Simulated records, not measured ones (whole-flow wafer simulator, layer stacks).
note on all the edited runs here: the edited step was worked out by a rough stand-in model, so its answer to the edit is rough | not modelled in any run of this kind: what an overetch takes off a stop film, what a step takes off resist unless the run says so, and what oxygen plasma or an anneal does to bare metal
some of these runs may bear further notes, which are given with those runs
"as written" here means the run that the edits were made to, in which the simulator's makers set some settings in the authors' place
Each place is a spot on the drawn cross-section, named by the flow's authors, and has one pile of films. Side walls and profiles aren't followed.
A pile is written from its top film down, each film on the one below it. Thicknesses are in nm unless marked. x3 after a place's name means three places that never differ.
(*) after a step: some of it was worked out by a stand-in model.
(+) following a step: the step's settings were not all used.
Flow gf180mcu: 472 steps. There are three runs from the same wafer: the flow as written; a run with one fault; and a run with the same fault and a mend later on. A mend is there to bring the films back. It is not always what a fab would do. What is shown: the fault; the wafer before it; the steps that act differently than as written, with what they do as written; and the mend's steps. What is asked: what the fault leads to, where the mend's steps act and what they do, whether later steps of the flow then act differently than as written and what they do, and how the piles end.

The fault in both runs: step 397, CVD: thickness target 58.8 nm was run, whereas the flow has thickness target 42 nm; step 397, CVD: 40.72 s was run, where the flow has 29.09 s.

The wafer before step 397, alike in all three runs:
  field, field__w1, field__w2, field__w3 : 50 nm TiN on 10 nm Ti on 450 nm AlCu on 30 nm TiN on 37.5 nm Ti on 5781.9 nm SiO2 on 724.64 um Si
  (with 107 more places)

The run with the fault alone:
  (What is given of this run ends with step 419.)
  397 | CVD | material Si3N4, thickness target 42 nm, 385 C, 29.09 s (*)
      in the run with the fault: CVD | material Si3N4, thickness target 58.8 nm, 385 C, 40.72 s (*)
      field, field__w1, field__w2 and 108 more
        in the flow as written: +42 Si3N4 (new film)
        in the run with the fault: +58.8 Si3N4 (new film)
  Steps later in the flow that act otherwise than as written:
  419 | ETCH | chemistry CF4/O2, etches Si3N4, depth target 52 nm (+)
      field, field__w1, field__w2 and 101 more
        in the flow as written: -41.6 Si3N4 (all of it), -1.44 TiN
        in the run with the fault: -52 Si3N4
  Once step 419 is done, the piles at field, field__w1, field__w2 and 109 more depart from the flow's by more than 2% or 0.5 nm, whichever is larger.
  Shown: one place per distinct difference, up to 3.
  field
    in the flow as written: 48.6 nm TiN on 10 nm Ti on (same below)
    in the run with the fault: 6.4 nm Si3N4 on 50 nm TiN on 10 nm Ti on (same below)
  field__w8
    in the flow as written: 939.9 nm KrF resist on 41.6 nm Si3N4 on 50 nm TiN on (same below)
    in the run with the fault: 939.9 nm KrF resist on 58.4 nm Si3N4 on 50 nm TiN on (same below)
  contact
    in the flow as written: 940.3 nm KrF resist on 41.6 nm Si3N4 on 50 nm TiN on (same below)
    in the run with the fault: 940.3 nm KrF resist on 58.4 nm Si3N4 on 50 nm TiN on (same below)

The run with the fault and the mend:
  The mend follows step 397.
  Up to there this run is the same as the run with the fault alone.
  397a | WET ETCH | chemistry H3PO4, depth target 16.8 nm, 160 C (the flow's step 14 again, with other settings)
      field, field__w1, field__w2 and 108 more
        -16.8 Si3N4
  None of the later steps of the flow differs from how it acts as written, at any place that is followed, by more than 2% or 0.5 nm, whichever is larger.
  The piles end only slightly different from the flow's at the places that both follow, by no more than 2% or 0.5 nm, whichever is larger.
